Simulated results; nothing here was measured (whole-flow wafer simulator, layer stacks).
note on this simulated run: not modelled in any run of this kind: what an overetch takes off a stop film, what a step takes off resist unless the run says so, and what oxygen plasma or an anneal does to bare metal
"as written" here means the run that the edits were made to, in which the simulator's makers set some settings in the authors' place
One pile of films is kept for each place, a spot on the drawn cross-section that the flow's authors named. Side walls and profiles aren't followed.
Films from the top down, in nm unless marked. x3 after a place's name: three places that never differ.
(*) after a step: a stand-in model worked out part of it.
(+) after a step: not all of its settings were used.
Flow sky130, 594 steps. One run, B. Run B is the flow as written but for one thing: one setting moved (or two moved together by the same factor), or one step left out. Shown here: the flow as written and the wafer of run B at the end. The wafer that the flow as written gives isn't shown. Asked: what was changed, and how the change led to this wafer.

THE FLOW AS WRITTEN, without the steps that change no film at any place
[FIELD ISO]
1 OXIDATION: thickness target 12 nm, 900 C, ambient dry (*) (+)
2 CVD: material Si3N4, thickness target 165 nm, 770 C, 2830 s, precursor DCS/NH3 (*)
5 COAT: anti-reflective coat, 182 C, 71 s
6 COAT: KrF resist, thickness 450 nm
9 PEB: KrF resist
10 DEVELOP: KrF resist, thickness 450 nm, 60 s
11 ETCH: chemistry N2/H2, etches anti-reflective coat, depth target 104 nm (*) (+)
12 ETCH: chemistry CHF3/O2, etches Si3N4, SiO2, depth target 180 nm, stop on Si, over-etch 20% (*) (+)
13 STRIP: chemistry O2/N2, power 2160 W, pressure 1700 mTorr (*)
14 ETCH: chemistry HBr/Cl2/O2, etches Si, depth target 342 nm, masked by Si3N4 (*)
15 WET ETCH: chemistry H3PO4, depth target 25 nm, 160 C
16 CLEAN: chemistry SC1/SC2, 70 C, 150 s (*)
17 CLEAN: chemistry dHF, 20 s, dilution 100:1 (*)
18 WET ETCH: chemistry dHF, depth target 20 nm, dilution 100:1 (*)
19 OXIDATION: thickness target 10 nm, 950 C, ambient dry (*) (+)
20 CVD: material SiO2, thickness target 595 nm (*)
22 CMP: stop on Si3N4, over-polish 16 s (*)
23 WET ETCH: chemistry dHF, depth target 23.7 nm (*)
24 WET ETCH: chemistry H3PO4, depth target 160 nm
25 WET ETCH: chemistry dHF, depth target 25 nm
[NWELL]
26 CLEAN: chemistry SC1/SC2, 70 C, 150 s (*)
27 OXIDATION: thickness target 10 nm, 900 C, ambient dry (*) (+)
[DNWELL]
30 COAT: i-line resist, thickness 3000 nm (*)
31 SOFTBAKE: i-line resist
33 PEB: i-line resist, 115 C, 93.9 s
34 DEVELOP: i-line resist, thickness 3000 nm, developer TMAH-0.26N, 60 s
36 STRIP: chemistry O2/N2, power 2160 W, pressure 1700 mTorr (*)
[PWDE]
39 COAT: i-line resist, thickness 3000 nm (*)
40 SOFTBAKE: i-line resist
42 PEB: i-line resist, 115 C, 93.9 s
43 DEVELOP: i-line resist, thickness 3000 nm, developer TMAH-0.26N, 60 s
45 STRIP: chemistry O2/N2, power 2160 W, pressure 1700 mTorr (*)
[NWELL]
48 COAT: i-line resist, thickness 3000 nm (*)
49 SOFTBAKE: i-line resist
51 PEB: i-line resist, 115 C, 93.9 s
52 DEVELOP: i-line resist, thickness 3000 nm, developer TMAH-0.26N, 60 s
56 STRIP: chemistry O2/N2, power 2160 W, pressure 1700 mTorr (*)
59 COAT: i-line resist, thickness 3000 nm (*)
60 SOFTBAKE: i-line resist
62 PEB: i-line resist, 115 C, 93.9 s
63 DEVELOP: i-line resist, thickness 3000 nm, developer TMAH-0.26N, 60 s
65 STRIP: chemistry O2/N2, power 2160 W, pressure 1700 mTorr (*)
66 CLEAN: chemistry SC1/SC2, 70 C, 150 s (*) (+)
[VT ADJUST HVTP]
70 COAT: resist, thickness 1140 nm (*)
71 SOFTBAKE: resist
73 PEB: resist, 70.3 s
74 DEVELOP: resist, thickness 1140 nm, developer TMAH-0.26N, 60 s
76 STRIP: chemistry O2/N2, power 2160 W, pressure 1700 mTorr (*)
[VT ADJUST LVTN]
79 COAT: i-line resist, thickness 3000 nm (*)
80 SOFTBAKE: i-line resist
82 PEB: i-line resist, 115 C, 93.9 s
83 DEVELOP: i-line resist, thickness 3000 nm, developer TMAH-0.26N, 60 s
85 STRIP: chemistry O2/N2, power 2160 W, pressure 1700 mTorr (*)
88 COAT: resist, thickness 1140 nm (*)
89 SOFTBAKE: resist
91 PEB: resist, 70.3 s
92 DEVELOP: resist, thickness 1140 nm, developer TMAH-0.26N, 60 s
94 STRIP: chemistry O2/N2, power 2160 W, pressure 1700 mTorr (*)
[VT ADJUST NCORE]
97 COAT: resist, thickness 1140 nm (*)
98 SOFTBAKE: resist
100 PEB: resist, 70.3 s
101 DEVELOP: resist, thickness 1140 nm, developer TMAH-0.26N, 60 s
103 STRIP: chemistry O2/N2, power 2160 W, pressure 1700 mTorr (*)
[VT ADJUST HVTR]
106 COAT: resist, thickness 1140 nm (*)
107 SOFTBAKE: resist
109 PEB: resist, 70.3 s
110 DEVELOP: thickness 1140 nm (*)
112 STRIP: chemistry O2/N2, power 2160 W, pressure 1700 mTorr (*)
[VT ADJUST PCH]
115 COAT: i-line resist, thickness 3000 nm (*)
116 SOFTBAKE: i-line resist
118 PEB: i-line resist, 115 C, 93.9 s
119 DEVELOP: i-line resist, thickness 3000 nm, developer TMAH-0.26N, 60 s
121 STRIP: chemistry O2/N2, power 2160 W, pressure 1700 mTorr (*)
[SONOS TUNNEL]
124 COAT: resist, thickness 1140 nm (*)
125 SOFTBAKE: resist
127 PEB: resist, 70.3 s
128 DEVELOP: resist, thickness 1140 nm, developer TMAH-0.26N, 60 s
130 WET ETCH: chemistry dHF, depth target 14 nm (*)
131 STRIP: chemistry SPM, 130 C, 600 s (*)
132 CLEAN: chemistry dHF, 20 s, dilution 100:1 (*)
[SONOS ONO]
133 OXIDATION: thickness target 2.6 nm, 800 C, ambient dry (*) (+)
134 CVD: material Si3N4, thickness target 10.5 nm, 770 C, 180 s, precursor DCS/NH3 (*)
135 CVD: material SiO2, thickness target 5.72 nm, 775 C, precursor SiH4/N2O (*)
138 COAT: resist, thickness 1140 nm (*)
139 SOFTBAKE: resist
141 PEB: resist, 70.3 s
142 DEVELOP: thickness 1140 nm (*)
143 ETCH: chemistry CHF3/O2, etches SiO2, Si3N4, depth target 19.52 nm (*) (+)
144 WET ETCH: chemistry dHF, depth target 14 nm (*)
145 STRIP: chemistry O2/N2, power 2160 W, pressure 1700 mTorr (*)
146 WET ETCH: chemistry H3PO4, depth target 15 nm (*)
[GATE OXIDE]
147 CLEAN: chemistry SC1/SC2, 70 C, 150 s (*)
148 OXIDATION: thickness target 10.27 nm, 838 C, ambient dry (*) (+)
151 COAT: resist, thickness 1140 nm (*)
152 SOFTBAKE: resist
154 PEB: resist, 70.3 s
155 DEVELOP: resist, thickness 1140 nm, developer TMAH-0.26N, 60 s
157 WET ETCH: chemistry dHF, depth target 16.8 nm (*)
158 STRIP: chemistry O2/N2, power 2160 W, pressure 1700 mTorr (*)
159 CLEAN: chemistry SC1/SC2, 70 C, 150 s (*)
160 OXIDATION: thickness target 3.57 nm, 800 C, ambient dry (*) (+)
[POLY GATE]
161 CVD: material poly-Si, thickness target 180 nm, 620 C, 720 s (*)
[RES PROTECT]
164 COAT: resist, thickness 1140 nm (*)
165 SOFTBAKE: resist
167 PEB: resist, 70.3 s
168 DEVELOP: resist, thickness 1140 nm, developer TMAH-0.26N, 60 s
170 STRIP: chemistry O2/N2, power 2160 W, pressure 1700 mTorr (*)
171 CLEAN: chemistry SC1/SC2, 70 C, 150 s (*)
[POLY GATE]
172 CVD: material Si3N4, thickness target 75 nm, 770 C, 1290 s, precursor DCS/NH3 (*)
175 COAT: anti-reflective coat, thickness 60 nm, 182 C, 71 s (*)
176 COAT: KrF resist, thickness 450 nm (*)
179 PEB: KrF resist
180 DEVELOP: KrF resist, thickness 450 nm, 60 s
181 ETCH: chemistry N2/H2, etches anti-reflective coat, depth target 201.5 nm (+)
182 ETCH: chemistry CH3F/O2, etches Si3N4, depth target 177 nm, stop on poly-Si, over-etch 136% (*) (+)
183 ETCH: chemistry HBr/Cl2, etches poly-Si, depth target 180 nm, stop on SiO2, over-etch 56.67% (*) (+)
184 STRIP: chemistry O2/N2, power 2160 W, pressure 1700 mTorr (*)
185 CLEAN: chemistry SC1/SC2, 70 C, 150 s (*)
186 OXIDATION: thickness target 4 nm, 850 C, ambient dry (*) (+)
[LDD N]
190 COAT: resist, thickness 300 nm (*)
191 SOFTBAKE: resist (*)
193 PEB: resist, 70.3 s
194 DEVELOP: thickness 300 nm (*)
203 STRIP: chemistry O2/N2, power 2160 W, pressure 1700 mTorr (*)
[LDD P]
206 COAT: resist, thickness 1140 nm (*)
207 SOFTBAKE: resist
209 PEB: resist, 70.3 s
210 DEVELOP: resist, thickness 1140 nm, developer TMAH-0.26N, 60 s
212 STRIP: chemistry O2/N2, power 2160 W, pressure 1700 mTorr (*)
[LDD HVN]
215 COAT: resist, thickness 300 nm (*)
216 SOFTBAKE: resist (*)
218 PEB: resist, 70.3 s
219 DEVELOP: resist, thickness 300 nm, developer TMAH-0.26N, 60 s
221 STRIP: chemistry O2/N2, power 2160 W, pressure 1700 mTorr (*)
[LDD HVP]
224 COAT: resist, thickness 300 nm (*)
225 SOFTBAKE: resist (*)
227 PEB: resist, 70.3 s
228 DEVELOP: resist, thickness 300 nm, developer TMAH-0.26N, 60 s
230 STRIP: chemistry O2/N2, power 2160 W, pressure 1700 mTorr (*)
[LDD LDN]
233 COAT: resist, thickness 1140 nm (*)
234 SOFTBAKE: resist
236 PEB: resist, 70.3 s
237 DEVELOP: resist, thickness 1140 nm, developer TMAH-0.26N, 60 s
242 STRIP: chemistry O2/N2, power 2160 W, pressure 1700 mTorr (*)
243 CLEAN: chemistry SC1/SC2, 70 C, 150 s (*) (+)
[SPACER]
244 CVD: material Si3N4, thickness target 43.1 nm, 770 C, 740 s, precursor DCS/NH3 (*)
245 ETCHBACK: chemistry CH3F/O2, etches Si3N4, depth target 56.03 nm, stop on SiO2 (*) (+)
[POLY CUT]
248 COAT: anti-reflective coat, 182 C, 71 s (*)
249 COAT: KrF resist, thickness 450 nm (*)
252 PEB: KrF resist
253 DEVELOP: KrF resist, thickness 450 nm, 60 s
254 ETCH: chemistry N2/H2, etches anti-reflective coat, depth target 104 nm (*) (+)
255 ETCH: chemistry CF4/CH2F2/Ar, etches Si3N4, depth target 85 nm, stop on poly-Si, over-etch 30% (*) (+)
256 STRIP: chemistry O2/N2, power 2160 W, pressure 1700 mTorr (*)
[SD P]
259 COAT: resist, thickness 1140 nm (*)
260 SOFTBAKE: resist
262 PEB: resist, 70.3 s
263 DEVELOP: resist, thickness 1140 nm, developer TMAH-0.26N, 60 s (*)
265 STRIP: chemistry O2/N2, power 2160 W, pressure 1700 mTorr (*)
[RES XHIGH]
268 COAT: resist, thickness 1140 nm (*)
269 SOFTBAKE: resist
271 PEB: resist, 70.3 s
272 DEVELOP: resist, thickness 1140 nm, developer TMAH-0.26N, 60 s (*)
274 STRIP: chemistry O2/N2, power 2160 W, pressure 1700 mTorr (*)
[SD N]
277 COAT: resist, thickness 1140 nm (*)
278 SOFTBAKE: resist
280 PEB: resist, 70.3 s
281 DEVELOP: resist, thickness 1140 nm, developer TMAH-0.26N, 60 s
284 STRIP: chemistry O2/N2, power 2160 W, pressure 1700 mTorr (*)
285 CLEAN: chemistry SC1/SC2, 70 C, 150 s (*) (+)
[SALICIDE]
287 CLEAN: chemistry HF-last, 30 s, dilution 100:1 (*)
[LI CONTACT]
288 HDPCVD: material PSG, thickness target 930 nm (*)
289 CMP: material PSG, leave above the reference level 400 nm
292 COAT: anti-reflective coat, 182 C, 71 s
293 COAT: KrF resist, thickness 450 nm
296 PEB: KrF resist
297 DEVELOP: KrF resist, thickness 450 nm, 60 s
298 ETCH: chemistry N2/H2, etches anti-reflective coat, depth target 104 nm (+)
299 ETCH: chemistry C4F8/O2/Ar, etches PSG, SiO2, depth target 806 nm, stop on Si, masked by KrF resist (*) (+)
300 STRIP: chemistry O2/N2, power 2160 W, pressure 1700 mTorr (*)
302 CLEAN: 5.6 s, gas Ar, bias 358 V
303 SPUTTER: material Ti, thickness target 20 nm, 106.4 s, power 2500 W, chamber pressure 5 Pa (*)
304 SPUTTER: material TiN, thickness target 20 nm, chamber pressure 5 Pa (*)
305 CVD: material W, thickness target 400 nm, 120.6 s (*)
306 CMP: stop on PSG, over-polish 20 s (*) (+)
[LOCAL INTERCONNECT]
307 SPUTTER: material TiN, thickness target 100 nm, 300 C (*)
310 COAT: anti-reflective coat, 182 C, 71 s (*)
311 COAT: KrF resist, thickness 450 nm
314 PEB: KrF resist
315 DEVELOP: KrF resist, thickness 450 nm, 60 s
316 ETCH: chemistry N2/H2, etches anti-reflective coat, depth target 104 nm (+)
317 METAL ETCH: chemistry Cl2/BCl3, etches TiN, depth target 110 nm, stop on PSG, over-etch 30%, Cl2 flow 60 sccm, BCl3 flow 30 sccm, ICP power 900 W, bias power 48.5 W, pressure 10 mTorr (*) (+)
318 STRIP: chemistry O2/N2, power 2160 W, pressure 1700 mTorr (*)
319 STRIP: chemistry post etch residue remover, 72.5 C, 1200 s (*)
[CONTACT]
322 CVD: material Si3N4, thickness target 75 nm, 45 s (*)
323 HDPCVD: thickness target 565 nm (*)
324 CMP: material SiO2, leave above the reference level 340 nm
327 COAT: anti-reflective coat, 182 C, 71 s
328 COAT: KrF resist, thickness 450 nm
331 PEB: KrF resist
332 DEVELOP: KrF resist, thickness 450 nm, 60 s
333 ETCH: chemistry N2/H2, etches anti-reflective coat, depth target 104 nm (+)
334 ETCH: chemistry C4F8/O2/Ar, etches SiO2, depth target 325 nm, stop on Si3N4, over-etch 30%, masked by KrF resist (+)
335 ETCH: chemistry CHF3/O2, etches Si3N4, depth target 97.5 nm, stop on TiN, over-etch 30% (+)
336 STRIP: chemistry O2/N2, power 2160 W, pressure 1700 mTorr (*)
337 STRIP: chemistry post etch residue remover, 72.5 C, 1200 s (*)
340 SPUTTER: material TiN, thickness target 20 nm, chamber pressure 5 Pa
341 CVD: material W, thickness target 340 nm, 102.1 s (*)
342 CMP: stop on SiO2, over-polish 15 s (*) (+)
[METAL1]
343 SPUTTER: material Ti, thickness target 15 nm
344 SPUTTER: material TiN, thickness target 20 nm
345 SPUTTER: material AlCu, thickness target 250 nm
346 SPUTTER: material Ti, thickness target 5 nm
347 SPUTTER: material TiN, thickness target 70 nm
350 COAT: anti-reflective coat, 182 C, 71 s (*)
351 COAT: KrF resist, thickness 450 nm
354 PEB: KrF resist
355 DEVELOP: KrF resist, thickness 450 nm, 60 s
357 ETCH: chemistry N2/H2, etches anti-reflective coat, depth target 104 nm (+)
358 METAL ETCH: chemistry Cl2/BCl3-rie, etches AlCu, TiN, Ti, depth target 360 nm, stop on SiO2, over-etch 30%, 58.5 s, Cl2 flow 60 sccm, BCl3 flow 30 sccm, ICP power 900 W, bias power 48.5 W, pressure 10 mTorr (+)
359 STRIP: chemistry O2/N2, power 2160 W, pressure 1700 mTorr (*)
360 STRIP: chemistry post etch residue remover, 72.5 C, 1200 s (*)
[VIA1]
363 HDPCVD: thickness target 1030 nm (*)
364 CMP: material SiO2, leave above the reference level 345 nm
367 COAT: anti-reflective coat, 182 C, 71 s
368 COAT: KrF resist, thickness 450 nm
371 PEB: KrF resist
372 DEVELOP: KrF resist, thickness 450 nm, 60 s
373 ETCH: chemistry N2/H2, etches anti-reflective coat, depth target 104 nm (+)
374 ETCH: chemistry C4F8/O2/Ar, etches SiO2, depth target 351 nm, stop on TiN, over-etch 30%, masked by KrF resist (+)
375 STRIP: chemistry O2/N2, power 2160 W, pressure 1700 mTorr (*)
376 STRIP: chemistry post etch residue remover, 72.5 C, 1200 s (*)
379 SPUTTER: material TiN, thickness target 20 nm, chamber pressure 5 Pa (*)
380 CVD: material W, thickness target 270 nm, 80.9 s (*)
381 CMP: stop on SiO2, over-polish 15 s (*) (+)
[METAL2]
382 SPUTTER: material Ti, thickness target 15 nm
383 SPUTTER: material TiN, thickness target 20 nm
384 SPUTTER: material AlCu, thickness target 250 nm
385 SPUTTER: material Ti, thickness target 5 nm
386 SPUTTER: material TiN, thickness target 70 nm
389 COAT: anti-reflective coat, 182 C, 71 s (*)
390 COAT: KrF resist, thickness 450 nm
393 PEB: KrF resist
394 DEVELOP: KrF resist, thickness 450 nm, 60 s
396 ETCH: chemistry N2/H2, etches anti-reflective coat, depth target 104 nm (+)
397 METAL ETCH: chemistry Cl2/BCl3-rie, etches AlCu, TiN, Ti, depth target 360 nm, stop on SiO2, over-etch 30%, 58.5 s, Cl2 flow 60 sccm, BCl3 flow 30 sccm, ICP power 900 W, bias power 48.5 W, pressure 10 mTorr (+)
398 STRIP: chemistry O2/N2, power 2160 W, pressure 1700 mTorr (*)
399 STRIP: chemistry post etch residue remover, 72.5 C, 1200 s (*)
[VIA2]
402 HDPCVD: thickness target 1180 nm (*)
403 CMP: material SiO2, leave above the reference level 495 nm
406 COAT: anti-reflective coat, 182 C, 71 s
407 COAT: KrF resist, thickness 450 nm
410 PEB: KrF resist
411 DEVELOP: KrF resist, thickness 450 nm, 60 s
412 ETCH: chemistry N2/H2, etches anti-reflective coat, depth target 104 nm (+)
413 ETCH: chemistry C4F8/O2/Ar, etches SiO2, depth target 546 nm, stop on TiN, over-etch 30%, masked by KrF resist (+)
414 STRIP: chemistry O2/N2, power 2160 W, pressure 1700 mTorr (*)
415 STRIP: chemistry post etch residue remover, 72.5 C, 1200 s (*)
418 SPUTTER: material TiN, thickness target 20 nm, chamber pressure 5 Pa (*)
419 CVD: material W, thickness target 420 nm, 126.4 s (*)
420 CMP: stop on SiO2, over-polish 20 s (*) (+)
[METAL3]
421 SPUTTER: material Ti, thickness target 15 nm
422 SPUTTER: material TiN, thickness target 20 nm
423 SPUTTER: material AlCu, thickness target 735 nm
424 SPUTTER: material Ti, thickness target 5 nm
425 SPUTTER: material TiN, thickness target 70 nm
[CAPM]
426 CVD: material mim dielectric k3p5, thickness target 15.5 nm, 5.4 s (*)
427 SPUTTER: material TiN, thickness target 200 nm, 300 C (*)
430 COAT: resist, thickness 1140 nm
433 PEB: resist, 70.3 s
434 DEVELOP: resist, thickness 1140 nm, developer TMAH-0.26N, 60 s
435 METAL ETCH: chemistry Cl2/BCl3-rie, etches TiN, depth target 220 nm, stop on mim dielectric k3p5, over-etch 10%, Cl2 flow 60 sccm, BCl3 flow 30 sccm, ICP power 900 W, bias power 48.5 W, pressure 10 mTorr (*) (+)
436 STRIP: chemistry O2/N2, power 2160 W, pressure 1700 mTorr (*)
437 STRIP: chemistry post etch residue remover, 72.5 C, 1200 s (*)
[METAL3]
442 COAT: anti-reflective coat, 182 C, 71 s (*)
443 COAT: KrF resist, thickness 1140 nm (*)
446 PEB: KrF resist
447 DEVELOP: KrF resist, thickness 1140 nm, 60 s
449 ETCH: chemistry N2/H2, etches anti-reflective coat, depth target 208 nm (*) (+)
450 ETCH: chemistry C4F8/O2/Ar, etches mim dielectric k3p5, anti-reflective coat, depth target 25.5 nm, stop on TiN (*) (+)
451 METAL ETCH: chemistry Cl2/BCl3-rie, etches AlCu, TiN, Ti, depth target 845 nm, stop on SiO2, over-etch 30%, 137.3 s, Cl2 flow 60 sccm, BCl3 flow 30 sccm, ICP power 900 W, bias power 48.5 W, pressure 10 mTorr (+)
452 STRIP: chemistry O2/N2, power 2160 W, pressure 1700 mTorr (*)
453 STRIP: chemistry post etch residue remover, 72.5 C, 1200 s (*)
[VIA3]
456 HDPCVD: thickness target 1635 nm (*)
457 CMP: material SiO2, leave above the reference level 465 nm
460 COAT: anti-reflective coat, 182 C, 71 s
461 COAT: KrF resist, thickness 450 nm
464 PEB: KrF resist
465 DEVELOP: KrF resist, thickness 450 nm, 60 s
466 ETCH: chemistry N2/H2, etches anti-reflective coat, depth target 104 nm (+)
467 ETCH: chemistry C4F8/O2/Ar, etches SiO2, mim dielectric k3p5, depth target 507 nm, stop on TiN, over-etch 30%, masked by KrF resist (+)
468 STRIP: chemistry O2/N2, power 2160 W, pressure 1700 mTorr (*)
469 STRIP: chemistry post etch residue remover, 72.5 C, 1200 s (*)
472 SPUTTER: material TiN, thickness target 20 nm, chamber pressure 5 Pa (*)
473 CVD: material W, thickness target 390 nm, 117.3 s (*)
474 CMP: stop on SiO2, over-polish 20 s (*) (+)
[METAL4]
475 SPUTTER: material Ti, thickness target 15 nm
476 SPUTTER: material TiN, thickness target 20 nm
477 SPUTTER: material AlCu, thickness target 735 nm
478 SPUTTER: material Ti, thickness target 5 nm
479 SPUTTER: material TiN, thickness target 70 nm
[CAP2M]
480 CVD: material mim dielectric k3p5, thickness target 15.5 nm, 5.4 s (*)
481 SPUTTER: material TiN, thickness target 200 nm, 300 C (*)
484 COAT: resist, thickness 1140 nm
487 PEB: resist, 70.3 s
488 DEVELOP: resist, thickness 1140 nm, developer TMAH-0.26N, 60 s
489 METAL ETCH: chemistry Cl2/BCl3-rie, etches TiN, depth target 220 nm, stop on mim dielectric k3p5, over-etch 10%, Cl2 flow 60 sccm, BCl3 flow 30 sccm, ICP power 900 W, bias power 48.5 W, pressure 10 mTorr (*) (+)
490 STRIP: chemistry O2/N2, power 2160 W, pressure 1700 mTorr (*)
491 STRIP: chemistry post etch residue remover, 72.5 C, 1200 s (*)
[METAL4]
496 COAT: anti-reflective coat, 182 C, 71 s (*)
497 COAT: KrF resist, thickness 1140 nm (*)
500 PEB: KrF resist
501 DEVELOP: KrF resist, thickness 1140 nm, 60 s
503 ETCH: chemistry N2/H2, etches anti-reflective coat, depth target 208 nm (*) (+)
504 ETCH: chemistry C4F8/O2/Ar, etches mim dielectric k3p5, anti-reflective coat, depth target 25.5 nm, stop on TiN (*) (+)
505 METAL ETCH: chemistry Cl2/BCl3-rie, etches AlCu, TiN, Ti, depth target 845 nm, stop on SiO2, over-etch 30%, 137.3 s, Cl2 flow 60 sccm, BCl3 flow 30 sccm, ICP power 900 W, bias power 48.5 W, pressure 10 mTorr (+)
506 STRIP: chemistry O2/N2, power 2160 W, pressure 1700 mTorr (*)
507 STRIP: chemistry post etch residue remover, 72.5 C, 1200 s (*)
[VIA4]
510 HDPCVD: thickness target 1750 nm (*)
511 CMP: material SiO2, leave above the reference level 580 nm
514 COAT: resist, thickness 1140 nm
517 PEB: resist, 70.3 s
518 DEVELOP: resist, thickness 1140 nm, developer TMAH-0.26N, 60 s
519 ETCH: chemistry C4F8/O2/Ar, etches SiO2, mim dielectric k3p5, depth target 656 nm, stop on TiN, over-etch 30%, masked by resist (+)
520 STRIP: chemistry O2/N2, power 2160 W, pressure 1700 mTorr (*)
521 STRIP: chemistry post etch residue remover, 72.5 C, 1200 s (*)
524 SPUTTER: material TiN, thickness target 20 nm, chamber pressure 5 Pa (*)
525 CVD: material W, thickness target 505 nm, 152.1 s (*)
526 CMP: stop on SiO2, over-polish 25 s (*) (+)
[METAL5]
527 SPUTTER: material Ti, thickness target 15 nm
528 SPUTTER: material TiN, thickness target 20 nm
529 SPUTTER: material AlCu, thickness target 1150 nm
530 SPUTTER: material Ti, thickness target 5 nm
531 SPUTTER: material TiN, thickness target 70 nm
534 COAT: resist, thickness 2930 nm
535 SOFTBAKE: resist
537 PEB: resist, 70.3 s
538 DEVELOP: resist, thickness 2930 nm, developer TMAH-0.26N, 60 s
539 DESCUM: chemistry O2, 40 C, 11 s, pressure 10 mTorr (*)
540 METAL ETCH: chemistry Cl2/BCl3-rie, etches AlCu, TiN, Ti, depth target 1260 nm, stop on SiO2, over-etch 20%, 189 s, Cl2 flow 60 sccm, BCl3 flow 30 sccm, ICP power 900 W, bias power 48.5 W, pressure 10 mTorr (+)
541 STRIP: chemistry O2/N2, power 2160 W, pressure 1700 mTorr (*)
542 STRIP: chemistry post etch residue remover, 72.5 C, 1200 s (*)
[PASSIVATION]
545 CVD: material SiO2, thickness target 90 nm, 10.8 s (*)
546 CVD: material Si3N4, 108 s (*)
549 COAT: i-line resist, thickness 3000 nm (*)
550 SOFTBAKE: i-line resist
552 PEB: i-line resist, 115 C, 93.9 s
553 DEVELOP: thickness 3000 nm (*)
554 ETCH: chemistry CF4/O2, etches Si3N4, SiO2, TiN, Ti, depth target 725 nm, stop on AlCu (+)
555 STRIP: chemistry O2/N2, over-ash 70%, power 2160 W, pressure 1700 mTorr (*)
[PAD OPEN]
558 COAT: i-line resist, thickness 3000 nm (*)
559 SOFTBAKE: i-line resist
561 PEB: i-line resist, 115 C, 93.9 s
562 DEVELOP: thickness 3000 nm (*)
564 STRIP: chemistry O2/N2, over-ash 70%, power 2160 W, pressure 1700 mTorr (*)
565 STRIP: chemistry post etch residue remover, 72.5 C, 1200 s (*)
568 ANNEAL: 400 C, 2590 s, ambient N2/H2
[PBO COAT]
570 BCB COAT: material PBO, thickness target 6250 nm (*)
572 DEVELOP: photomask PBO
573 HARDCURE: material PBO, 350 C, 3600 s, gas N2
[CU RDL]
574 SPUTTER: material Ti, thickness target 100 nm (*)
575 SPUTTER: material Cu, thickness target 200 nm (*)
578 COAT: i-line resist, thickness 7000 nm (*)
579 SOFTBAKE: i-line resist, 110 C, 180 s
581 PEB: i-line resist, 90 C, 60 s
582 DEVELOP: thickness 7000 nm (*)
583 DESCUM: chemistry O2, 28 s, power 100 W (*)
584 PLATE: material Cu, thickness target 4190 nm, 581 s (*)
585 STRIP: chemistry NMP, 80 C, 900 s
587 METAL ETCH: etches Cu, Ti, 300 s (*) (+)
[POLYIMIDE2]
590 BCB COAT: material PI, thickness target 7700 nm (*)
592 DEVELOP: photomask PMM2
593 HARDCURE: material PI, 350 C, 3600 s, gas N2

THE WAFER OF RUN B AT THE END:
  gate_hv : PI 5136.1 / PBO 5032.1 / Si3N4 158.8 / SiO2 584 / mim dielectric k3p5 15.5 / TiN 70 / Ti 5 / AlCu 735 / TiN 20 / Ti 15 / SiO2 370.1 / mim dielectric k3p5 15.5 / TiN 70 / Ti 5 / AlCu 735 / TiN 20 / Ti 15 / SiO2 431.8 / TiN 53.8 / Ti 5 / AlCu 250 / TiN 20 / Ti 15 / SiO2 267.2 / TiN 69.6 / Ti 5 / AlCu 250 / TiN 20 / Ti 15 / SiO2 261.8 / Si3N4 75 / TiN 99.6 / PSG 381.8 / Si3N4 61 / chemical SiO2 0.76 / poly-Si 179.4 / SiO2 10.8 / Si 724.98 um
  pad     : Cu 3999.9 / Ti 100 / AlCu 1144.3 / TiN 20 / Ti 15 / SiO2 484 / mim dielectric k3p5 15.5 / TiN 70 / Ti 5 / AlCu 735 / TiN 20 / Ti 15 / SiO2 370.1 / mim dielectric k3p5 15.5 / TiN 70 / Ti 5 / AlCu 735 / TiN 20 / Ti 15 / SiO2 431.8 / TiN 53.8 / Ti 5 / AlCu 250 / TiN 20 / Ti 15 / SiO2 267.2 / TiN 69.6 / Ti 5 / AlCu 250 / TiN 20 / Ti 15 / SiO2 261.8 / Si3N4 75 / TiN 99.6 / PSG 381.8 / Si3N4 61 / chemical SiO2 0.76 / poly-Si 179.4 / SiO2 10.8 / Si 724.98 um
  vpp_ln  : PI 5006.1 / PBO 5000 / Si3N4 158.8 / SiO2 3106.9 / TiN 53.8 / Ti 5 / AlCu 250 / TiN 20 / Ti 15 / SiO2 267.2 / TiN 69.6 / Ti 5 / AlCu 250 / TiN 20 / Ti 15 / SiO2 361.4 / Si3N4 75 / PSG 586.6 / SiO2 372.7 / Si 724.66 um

The cause: step 386, SPUTTER: thickness target 54.2 nm was run, where the flow has thickness target 70 nm.

How the change led to this, step by step:
  386 SPUTTER: material TiN, thickness target 70 nm
      field, active, n_well and 188 more: TiN +54.2 (new film) (as written it would be: TiN +70 (new film))
  397 METAL ETCH: chemistry Cl2/BCl3-rie, etches AlCu, TiN, Ti, depth target 360 nm, stop on SiO2, over-etch 30%, 58.5 s, Cl2 flow 60 sccm, BCl3 flow 30 sccm, ICP power 900 W, bias power 48.5 W, pressure 10 mTorr (+)
      field, active, gate and 82 more: TiN -52.9 (all of it), Ti -5 (all of it), AlCu -250 (all of it), TiN -20 (all of it), Ti -15 (all of it), SiO2 -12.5 (as written it would be: TiN -68.7 (all of it), Ti -5 (all of it), AlCu -250 (all of it), TiN -20 (all of it), Ti -15 (all of it), SiO2 -10.9)
  403 CMP: material SiO2, leave above the reference level 495 nm
      n_well, p_well, gate_hv and 101 more: SiO2 -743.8 (as written it would be: SiO2 -759.6)
      m1, via1_hole: SiO2 -743.3 (as written it would be: SiO2 -759.1)
  413 ETCH: chemistry C4F8/O2/Ar, etches SiO2, depth target 546 nm, stop on TiN, over-etch 30%, masked by KrF resist (+)
      m1: SiO2 -436.1 (all of it) (as written it would be: SiO2 -420.3 (all of it))
      via2_hole: SiO2 -435.6 (all of it) (as written it would be: SiO2 -419.8 (all of it))
